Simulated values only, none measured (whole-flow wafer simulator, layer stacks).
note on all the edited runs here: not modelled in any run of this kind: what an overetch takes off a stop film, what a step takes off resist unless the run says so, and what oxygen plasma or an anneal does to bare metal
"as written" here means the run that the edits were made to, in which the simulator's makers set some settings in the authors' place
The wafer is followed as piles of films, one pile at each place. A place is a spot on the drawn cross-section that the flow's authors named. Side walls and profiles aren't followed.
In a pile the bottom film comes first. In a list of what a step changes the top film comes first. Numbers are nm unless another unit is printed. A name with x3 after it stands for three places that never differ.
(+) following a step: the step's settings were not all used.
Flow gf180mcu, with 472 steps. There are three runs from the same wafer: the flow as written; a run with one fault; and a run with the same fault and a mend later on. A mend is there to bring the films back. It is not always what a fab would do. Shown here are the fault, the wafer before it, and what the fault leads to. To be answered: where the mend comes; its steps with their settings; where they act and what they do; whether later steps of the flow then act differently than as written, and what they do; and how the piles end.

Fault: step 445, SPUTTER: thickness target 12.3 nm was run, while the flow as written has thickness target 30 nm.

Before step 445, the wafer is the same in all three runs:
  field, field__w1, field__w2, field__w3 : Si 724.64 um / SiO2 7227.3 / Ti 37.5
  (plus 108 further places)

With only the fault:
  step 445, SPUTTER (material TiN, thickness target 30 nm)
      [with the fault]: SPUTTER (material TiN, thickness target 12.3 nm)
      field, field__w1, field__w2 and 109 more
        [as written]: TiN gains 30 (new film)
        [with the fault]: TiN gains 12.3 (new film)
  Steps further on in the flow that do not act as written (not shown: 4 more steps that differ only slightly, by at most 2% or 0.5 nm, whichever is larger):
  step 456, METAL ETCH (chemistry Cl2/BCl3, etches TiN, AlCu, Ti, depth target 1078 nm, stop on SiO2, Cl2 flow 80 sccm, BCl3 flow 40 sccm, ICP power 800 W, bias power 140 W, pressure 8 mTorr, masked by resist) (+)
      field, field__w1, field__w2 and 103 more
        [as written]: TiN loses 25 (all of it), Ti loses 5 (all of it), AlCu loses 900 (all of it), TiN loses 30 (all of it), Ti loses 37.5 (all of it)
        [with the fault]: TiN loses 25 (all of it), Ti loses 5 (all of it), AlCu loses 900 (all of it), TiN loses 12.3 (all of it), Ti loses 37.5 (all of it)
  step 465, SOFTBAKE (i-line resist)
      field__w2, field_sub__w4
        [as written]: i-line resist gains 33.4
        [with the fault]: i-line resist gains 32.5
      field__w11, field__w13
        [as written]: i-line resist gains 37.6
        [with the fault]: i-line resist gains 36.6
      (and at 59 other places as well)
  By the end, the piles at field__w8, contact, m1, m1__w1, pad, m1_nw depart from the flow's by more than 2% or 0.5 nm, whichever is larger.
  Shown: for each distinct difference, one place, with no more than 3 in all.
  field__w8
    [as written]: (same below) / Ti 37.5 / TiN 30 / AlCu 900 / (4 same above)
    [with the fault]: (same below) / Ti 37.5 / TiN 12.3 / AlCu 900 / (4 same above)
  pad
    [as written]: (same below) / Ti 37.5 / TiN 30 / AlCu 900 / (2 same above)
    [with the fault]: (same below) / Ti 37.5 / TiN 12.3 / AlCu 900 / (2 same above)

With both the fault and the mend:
  The mend stands after step 445.
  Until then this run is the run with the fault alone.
  step 445a, SPUTTER (material TiN, thickness target 17.7 nm) (a further turn of the flow's step 445, with different settings)
      field, field__w1, field__w2 and 109 more
        TiN gains 17.7
  Every later step of the flow that is run acts as written at every place that is followed.
  By the end, the piles equal the flow's at every place that both follow.
